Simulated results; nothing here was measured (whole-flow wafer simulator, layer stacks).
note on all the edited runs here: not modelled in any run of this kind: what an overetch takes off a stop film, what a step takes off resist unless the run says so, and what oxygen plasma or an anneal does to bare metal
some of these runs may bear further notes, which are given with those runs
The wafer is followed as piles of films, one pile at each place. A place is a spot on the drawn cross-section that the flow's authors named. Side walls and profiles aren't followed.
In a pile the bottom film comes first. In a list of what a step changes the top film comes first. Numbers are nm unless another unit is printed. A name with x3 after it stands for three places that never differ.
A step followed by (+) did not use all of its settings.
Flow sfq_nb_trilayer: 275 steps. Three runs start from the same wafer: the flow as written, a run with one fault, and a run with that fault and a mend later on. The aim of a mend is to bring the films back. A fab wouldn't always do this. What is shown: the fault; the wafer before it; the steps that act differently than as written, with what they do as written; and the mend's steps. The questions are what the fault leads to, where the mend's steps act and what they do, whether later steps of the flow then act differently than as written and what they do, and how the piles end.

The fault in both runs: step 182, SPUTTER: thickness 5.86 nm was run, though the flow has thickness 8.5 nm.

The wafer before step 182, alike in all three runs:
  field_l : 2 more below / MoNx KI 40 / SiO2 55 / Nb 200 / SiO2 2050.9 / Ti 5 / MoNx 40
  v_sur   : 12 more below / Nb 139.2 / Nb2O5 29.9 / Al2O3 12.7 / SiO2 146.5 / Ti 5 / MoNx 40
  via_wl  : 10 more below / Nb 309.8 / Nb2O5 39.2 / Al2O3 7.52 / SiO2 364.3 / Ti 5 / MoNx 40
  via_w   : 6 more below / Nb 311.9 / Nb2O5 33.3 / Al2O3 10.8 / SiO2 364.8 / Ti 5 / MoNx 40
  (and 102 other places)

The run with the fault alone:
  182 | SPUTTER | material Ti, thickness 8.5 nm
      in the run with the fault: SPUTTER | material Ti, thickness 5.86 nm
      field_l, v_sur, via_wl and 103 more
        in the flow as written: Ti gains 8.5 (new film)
        in the run with the fault: Ti gains 5.86 (new film)
  Steps further on in the flow that do not act as written (20 other steps are not shown; they differ only slightly, by no more than 2% or 0.5 nm, whichever is larger):
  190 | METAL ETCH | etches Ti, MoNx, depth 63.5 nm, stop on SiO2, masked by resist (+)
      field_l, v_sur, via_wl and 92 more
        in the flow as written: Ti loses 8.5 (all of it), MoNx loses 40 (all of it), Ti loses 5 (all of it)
        in the run with the fault: Ti loses 5.86 (all of it), MoNx loses 40 (all of it), Ti loses 5 (all of it)
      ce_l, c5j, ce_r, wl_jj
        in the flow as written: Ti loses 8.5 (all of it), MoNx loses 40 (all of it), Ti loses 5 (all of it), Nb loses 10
        in the run with the fault: Ti loses 5.86 (all of it), MoNx loses 40 (all of it), Ti loses 5 (all of it), Nb loses 12.6
  The piles end different from the flow's at be_r, r_sur, res, r_end, r5r_line_l, r5r_line_c, r5r_line_r by more than 2% or 0.5 nm, whichever is larger.
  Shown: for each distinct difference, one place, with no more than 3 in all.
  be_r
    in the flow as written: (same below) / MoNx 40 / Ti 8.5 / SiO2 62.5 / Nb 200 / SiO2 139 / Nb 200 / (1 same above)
    in the run with the fault: (same below) / MoNx 40 / Ti 5.86 / SiO2 62.5 / Nb 200 / SiO2 141.6 / Nb 200 / (1 same above)
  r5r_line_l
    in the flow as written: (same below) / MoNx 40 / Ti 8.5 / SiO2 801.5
    in the run with the fault: (same below) / MoNx 40 / Ti 5.86 / SiO2 804.1
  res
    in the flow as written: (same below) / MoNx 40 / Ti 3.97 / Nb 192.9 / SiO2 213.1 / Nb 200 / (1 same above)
    in the run with the fault: (same below) / MoNx 40 / Ti 1.33 / Nb 192.9 / SiO2 215.8 / Nb 200 / (1 same above)

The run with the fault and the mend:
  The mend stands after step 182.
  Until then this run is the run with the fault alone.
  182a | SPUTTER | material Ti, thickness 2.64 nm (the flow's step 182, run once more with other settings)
      field_l, v_sur, via_wl and 103 more
        Ti gains 2.64
  Later steps of the flow that are run all act as written at every place that is followed.
  At every place that both follow, the piles at the end match the flow's.
